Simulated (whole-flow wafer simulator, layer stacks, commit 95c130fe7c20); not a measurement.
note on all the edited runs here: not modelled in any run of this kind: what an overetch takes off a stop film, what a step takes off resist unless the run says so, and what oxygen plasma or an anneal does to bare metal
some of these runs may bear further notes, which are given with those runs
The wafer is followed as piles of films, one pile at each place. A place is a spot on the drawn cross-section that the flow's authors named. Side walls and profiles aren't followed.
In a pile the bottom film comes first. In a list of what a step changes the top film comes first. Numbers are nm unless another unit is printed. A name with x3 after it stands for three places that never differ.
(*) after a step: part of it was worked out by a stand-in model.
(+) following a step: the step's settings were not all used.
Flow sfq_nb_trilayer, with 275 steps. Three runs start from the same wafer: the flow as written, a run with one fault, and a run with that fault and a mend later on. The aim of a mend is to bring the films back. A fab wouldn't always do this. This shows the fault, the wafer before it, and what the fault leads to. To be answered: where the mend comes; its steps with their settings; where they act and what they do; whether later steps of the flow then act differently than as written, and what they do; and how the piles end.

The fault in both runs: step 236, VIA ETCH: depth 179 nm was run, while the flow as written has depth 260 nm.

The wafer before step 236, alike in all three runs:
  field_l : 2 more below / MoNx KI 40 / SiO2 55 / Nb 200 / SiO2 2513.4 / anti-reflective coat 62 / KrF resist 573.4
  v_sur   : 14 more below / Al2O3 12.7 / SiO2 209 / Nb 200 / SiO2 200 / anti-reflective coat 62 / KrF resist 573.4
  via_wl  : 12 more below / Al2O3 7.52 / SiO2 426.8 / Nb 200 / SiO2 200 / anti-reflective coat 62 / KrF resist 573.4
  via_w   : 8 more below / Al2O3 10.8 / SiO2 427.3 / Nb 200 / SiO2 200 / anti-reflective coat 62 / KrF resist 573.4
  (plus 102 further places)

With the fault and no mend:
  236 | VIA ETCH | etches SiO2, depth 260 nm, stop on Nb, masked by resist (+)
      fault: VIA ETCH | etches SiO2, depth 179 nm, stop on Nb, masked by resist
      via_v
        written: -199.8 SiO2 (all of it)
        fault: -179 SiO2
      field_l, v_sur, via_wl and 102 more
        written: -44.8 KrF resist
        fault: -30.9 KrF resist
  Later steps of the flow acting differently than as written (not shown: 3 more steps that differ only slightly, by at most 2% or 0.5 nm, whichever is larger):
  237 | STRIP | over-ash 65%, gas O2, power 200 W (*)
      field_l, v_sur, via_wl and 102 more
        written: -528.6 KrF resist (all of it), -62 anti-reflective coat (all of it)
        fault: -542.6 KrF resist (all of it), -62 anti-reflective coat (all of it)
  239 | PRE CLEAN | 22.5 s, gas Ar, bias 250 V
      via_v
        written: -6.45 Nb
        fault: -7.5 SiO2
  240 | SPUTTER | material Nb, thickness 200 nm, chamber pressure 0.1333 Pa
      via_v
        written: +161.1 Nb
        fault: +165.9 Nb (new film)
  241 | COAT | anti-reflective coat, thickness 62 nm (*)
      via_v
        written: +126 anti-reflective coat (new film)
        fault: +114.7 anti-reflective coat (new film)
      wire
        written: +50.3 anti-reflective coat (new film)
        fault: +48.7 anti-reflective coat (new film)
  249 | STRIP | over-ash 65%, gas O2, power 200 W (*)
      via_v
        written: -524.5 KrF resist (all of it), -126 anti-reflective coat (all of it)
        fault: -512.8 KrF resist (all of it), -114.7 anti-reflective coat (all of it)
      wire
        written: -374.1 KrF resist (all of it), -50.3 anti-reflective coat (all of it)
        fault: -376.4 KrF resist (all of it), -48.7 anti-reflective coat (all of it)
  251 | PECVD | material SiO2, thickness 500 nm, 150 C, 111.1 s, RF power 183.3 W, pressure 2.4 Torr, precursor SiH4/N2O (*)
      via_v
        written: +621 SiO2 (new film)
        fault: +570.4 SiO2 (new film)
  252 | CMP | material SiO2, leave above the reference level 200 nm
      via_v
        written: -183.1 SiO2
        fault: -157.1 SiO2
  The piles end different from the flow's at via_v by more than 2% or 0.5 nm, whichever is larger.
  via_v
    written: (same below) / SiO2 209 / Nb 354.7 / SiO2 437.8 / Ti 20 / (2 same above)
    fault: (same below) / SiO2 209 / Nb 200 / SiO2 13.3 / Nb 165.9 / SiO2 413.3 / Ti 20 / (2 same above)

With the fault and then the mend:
  The mend follows step 236.
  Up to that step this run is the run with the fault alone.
  236a | VIA ETCH | etches SiO2, depth 81 nm, stop on Nb, masked by resist (+) (the flow's step 236 again, with other settings)
      field_l, v_sur, via_wl and 102 more
        -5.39 KrF resist
      via_v
        -20.8 SiO2 (all of it)
  Every later step of the flow that is run acts as written, at every place that is followed, to within 2% or 0.5 nm, whichever is larger.
  At every place that both follow, the piles at the end match the flow's.
